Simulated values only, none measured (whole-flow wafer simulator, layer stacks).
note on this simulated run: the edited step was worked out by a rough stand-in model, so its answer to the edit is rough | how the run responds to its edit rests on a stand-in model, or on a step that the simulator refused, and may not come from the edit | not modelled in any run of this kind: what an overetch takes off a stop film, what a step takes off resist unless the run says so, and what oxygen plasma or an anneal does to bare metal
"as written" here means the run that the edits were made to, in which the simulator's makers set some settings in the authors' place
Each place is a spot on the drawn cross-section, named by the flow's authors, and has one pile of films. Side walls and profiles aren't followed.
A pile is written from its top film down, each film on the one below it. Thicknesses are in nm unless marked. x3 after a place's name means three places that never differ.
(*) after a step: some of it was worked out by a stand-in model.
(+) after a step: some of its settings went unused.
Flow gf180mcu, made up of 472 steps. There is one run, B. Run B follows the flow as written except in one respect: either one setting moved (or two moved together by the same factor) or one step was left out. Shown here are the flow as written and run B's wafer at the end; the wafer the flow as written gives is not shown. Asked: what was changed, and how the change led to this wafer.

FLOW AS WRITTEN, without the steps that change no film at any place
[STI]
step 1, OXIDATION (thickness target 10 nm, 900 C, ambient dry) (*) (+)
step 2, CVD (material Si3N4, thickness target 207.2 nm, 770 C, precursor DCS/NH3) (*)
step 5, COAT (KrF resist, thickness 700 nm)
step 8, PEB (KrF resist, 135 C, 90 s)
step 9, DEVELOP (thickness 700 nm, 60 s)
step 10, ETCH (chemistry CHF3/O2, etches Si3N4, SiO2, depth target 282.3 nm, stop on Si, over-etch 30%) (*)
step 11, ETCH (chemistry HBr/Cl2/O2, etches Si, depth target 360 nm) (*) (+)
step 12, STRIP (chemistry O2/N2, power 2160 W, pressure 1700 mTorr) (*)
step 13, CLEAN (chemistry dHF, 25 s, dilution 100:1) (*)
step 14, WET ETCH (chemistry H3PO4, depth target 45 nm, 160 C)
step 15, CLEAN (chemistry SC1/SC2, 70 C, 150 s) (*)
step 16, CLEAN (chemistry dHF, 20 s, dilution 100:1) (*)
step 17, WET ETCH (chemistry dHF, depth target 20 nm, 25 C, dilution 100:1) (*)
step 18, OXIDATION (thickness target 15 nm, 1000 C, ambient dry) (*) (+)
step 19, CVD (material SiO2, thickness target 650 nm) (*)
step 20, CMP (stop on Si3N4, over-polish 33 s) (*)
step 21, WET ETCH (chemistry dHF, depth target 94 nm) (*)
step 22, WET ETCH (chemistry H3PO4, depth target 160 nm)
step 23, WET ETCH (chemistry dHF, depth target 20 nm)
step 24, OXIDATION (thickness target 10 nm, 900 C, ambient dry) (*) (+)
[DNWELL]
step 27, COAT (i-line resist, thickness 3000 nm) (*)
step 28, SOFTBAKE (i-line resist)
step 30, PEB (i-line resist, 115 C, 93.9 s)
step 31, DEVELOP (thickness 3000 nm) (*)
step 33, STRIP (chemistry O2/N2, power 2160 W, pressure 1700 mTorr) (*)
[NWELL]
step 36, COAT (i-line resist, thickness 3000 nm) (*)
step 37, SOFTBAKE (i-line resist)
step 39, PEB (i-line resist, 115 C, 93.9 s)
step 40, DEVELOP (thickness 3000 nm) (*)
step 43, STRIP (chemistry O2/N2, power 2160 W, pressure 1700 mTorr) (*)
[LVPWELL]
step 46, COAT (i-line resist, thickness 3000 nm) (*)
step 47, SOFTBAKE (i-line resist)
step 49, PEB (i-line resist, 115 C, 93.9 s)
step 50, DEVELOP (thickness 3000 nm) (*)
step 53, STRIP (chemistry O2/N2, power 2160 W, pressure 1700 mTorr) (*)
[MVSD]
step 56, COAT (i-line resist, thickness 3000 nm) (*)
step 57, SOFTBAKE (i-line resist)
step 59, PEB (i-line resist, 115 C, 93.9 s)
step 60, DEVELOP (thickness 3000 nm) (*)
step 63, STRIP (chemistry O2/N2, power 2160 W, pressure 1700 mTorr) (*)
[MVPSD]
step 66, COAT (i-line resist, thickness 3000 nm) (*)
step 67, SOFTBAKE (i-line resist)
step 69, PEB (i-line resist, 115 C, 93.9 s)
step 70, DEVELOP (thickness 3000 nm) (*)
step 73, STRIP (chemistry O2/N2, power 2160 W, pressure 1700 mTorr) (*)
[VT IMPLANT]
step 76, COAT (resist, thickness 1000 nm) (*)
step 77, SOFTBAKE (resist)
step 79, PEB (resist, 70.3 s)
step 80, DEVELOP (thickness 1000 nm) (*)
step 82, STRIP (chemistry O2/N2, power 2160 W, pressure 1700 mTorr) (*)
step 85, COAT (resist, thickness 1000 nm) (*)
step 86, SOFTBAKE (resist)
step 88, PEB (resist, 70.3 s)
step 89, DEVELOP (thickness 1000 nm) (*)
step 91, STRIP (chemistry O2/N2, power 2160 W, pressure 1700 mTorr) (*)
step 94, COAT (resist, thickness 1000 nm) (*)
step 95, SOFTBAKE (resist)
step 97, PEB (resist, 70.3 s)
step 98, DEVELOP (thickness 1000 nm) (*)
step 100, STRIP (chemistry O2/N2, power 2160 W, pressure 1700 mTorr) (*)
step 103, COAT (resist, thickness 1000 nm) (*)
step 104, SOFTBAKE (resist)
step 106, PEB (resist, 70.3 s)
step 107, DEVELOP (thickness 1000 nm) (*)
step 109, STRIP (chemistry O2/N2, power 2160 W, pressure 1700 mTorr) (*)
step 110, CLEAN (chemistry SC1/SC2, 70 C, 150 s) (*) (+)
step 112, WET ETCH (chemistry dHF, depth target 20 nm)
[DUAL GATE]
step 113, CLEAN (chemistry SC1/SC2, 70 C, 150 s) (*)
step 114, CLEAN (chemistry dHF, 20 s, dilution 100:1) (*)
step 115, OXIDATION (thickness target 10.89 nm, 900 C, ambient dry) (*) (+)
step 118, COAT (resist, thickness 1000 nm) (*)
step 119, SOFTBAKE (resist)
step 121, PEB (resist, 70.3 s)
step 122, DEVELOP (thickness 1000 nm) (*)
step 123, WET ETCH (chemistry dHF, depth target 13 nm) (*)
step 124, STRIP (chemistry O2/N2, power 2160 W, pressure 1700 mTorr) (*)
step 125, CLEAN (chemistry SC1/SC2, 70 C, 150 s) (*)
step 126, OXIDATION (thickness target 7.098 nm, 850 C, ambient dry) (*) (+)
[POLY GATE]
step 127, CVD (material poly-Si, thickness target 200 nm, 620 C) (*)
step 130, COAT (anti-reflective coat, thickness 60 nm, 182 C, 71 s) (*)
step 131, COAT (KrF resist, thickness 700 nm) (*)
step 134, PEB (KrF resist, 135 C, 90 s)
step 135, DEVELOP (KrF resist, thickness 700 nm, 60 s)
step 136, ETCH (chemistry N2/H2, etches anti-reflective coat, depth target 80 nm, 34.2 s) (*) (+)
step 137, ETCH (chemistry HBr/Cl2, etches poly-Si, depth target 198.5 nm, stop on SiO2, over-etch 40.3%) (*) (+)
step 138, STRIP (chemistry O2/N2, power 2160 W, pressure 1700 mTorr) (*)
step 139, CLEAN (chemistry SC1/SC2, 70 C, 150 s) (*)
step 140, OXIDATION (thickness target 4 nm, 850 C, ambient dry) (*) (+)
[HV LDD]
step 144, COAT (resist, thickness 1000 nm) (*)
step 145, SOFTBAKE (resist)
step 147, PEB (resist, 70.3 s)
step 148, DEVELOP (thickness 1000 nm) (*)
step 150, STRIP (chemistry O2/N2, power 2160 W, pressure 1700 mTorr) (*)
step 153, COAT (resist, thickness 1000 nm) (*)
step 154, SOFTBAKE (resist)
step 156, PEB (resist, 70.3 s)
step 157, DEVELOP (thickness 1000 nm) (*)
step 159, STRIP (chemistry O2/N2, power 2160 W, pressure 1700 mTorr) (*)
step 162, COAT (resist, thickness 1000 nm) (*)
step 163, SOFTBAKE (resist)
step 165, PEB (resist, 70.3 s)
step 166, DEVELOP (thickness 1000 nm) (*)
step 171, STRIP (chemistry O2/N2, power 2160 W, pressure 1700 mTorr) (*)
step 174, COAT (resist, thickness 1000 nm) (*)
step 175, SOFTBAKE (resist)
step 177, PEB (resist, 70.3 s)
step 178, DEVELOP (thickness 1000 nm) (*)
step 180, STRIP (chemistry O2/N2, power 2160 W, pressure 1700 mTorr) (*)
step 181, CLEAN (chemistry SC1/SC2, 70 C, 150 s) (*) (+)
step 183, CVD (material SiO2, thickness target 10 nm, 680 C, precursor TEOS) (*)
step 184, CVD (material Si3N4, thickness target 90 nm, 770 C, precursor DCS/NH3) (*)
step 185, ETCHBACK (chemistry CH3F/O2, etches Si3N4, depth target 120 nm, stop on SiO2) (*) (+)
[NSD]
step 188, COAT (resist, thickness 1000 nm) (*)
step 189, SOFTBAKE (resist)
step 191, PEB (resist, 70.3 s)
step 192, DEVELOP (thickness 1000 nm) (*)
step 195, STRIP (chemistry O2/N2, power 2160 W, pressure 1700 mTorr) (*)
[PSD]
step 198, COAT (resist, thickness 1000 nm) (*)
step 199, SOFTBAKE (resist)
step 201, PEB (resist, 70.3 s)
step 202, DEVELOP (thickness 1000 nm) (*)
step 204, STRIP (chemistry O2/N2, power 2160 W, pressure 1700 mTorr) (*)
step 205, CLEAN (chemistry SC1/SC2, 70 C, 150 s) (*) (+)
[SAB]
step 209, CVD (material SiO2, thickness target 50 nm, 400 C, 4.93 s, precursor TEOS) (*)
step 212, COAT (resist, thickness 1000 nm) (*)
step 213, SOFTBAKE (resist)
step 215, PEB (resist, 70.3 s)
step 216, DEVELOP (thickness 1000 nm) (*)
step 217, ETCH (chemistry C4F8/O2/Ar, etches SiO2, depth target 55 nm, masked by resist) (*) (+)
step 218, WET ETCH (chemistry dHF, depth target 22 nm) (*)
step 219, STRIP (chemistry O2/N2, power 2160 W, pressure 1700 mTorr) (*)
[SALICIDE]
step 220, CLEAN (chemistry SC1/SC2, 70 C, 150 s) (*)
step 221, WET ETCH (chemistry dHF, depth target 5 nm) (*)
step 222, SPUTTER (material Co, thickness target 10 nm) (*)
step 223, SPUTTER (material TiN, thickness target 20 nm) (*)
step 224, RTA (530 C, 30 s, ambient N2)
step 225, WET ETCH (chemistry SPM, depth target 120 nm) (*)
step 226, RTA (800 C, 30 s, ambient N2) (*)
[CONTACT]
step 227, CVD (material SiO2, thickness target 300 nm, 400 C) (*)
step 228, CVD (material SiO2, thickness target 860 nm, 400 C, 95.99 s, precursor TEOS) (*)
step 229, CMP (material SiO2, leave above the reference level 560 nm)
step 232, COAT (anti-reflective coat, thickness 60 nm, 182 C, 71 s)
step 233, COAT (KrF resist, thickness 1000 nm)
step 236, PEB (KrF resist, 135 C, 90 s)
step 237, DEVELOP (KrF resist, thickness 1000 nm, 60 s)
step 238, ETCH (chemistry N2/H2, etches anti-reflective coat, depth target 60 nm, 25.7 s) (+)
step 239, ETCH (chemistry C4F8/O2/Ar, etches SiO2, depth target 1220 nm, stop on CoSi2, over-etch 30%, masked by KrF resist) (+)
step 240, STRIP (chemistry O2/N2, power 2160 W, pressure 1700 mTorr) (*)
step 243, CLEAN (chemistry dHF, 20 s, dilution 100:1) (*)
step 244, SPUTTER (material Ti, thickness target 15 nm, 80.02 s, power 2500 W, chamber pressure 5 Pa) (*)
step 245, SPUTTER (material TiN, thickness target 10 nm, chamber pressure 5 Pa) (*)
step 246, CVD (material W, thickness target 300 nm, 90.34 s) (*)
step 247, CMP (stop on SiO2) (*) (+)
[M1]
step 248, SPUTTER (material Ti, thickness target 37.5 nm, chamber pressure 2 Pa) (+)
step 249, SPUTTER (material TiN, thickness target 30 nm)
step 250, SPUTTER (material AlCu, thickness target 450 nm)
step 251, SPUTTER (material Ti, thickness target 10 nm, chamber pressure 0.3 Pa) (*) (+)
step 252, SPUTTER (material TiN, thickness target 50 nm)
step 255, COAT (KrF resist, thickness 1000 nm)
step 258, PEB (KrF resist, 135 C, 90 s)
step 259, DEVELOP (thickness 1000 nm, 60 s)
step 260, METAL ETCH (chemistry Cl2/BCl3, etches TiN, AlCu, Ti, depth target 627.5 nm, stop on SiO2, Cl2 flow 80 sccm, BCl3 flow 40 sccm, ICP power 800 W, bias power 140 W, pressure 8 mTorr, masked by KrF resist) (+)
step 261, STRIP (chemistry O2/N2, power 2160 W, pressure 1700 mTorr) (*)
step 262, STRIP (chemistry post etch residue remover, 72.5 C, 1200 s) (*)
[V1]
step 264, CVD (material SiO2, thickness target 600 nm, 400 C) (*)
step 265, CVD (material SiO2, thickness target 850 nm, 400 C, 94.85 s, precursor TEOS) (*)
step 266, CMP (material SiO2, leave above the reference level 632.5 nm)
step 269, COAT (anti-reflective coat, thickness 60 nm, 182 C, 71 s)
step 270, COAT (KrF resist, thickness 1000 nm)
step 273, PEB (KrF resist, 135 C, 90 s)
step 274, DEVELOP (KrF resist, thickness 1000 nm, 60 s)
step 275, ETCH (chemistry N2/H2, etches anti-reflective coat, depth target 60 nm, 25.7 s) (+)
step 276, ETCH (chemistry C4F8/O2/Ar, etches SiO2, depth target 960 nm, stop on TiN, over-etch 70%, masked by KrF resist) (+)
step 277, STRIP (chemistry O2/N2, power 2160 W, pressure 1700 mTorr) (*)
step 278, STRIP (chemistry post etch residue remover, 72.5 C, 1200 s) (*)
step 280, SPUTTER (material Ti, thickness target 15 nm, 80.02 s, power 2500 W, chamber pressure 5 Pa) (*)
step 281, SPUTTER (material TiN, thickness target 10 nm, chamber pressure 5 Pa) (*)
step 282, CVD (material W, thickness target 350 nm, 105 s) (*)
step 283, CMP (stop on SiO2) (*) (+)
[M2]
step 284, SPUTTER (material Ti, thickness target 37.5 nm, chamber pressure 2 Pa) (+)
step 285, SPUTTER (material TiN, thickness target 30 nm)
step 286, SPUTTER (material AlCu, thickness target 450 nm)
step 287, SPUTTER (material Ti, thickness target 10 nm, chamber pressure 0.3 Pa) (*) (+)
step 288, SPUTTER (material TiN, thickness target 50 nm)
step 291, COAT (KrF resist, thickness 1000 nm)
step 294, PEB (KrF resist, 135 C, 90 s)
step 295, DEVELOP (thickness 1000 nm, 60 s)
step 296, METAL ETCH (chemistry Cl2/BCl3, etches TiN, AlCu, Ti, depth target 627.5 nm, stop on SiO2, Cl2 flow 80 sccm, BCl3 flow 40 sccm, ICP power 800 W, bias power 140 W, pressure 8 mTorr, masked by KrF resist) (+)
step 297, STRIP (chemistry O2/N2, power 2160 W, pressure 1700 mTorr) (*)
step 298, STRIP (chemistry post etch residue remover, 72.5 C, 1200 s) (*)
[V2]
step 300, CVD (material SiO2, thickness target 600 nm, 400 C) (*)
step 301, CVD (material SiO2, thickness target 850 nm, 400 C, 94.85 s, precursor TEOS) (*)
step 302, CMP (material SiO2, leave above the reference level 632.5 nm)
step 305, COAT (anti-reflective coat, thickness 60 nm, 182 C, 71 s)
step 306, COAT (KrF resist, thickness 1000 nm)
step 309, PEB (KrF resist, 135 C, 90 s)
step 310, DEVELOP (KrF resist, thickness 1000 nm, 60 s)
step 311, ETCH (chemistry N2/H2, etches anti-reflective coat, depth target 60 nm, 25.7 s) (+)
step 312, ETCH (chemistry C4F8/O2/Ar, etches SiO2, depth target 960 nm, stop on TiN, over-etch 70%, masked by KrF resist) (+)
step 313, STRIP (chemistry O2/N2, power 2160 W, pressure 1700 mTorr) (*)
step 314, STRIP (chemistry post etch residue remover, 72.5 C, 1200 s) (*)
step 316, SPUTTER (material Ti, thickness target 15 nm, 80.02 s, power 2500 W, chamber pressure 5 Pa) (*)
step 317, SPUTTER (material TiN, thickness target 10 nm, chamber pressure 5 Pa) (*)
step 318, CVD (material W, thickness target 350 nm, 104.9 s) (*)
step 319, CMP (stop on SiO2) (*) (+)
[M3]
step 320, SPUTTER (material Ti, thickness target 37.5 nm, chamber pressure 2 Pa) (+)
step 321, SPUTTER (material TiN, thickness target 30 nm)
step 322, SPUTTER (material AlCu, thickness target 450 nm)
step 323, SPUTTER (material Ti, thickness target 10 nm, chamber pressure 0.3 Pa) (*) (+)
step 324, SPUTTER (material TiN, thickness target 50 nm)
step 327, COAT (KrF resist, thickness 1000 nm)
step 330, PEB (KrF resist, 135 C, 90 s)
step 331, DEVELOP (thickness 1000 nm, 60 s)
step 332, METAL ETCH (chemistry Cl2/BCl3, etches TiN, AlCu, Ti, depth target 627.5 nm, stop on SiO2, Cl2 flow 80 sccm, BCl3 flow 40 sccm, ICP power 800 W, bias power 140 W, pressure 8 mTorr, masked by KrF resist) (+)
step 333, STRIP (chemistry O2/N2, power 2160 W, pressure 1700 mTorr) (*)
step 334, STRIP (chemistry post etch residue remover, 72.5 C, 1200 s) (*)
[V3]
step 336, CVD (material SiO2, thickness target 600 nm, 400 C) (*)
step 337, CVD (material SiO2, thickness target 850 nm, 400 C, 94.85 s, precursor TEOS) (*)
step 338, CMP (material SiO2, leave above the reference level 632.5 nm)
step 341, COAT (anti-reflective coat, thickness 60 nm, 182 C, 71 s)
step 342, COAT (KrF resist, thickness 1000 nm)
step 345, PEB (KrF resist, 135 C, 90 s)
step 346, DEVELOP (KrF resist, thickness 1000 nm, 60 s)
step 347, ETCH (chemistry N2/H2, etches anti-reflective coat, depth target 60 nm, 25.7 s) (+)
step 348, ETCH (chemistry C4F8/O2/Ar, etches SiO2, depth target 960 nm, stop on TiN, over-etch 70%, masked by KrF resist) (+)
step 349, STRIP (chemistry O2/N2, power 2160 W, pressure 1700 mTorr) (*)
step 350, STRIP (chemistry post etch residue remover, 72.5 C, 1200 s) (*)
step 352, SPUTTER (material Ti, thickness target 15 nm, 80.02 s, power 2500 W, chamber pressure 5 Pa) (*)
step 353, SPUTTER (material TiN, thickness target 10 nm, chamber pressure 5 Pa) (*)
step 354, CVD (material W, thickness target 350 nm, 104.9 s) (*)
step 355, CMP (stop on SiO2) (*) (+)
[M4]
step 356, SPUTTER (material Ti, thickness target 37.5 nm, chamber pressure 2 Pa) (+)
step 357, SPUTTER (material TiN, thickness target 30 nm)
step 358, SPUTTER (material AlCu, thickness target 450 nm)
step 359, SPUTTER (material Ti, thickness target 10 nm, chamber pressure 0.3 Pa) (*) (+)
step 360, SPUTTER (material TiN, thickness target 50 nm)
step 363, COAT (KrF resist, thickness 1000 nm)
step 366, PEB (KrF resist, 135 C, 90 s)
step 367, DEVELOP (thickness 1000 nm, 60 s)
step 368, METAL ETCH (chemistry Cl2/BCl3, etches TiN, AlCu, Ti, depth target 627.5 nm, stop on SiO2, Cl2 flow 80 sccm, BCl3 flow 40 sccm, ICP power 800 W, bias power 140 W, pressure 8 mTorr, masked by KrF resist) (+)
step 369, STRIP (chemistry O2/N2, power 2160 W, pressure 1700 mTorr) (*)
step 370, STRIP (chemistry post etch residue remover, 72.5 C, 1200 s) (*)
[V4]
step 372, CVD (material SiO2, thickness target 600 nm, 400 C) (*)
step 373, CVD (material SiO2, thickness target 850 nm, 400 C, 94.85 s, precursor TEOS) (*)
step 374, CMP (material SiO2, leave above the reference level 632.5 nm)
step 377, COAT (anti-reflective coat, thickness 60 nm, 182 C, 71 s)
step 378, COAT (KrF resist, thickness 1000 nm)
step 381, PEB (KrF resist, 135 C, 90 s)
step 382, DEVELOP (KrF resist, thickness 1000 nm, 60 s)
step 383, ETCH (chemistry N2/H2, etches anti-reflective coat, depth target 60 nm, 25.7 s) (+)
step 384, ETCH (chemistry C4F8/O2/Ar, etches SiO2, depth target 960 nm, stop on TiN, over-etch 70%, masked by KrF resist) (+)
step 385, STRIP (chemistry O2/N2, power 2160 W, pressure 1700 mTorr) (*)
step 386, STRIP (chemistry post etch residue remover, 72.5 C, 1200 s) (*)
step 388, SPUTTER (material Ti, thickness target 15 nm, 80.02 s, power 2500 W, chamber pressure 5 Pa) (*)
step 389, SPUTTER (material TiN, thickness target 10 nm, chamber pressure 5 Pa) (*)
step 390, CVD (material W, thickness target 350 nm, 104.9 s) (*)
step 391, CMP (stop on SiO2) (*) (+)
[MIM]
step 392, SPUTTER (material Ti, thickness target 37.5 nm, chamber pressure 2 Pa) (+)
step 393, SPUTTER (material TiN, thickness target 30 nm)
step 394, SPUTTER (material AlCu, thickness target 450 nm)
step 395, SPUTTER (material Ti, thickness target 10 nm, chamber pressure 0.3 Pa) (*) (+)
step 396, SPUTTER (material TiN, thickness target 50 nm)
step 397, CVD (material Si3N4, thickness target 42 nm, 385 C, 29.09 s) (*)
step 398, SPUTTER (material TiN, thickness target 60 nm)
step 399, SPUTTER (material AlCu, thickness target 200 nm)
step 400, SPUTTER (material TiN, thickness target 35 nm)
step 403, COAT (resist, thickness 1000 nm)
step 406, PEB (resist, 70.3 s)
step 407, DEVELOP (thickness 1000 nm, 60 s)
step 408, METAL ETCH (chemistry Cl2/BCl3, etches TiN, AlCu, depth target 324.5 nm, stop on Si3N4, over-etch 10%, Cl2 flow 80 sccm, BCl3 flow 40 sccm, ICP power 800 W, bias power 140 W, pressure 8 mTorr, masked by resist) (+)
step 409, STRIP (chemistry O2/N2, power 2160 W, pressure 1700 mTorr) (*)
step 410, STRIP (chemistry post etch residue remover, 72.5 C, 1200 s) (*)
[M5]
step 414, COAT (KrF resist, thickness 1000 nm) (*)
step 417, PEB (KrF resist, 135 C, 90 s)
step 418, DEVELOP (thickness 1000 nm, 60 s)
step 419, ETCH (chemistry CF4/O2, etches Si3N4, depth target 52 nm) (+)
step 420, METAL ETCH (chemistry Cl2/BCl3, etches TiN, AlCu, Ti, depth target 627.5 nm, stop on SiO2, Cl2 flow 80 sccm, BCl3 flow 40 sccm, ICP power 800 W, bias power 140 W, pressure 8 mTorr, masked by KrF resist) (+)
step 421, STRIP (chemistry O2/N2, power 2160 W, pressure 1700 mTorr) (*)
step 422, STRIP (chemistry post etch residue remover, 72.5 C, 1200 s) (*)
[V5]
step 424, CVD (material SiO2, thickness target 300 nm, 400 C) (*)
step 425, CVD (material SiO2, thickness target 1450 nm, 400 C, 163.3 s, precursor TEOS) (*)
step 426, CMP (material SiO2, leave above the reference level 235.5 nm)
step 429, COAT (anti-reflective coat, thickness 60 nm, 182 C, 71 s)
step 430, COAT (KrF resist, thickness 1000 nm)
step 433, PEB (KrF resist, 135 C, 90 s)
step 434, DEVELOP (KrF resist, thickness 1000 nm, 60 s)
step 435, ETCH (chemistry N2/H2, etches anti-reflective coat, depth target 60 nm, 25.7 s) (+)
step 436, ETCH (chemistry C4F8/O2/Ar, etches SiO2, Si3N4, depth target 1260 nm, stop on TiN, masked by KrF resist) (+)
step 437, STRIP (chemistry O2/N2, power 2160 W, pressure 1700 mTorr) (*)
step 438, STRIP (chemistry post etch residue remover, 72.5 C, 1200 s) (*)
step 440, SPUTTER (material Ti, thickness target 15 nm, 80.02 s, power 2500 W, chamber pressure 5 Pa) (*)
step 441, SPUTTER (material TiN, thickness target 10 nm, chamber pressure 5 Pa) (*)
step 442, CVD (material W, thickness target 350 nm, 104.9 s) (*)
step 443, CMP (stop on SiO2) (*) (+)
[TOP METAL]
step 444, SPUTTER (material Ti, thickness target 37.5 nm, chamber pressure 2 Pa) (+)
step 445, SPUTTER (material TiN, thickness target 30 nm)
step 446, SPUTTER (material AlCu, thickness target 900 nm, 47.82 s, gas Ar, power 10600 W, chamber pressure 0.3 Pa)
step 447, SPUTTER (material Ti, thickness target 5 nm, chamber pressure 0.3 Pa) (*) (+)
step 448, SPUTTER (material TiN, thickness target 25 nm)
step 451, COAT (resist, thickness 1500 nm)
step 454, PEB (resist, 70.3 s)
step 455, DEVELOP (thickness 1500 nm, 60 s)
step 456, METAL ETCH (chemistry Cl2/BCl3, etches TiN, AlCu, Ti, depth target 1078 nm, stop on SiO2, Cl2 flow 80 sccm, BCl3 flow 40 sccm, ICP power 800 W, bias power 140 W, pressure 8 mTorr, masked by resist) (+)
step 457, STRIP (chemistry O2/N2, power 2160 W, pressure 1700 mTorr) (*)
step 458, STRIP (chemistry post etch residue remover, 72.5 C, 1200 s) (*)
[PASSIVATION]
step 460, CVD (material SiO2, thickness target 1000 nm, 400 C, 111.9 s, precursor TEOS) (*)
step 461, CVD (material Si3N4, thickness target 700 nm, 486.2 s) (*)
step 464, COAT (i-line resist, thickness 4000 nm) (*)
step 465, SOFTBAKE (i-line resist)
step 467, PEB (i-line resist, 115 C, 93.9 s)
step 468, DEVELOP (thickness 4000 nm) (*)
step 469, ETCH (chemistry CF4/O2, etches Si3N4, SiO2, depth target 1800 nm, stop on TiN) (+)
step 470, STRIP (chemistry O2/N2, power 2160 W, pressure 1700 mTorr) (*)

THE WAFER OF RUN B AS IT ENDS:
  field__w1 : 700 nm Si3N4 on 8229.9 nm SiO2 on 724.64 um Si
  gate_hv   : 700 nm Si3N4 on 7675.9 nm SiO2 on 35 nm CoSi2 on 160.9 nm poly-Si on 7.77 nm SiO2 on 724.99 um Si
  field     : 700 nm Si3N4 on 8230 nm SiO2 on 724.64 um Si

What caused this: step 115, OXIDATION: 788 C was run, while the flow as written has 900 C.

How this came from the change, step by step:
  step 115, OXIDATION (thickness target 10.89 nm, 900 C, ambient dry) (*) (+)
      active, n_well, p_well and 40 more: +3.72 SiO2 (new film), -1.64 Si (in the flow as written it would be: +10.9 SiO2 (new film), -4.79 Si)
      sti, mim_1p0, pad and 21 more: +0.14 SiO2, -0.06 Si (in the flow as written it would be: +1.22 SiO2, -0.54 Si)
      (as well as at 25 more places)
  step 123, WET ETCH (chemistry dHF, depth target 13 nm) (*)
      active, n_well, p_well and 12 more: -3.72 SiO2 (all of it) (in the flow as written it would be: -10.9 SiO2 (all of it))
  step 126, OXIDATION (thickness target 7.098 nm, 850 C, ambient dry) (*) (+)
      gate_hv, active_hv, active_nat and 25 more: +4.39 SiO2, -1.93 Si (in the flow as written it would be: +3.72 SiO2, -1.64 Si)
  step 130, COAT (anti-reflective coat, thickness 60 nm, 182 C, 71 s) (*)
      p_well, spacer, sd_n: +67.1 anti-reflective coat (new film) (in the flow as written it would be: +70.9 anti-reflective coat (new film))
      ldn_fp, ldp_fp: +47.1 anti-reflective coat (new film) (in the flow as written it would be: +48.5 anti-reflective coat (new film))
      (as well as at 31 more places)
  step 136, ETCH (chemistry N2/H2, etches anti-reflective coat, depth target 80 nm, 34.2 s) (*) (+)
      p_well, spacer, sd_n: -67.1 anti-reflective coat (all of it), -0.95 poly-Si (in the flow as written it would be: -70.9 anti-reflective coat (all of it), -0.85 poly-Si)
      ldn_dft, ldp_dft: -47.4 anti-reflective coat (all of it), -1.45 poly-Si (in the flow as written it would be: -48.7 anti-reflective coat (all of it), -1.42 poly-Si)
      (as well as at 24 more places)
  step 138, STRIP (chemistry O2/N2, power 2160 W, pressure 1700 mTorr) (*)
      gate: +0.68 chemical SiO2 (new film), -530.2 KrF resist (all of it), -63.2 anti-reflective coat (all of it), -0.3 poly-Si (in the flow as written it would be: +0.68 chemical SiO2 (new film), -531.7 KrF resist (all of it), -65.5 anti-reflective coat (all of it), -0.3 poly-Si)
      gate_p: +0.68 chemical SiO2 (new film), -529.2 KrF resist (all of it), -64.1 anti-reflective coat (all of it), -0.3 poly-Si (in the flow as written it would be: +0.68 chemical SiO2 (new film), -530.6 KrF resist (all of it), -65.9 anti-reflective coat (all of it), -0.3 poly-Si)
      (as well as at 5 more places)
  step 145, SOFTBAKE (resist)
      active_nat: +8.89 resist (in the flow as written it would be: +4.68 resist)
  step 154, SOFTBAKE (resist)
      active_nat: +8.89 resist (in the flow as written it would be: +4.68 resist)
  step 163, SOFTBAKE (resist)
      active_nat: +8.89 resist (in the flow as written it would be: +4.68 resist)
  step 175, SOFTBAKE (resist)
      active_nat: +8.89 resist (in the flow as written it would be: +4.68 resist)
  step 189, SOFTBAKE (resist)
      active_hv: -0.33 resist (in the flow as written it would be: +2.68 resist)
  step 199, SOFTBAKE (resist)
      active_hv: -0.33 resist (in the flow as written it would be: +2.68 resist)
  step 218, WET ETCH (chemistry dHF, depth target 22 nm) (*)
      ldn_tap, ldn_src, ldn_drn, ldp_tap, ldp_src, ldp_drn, ldp_gr: -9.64 SiO2 (all of it) (in the flow as written it would be: -16 SiO2 (all of it))
      ld_drn_n, ld_sd_p: -8.46 SiO2 (all of it) (in the flow as written it would be: -14.8 SiO2 (all of it))
      (as well as at 5 more places)
  step 223, SPUTTER (material TiN, thickness target 20 nm) (*)
      field__w12: +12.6 TiN (new film) (in the flow as written it would be: +12 TiN (new film))
      ld_sd_n: +16.1 TiN (new film) (in the flow as written it would be: +15.5 TiN (new film))
  step 225, WET ETCH (chemistry SPM, depth target 120 nm) (*)
      field__w12: -12.6 TiN (all of it), -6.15 Co (all of it) (in the flow as written it would be: -12 TiN (all of it), -6.15 Co (all of it))
      ld_sd_n: -16.1 TiN (all of it) (in the flow as written it would be: -15.5 TiN (all of it))
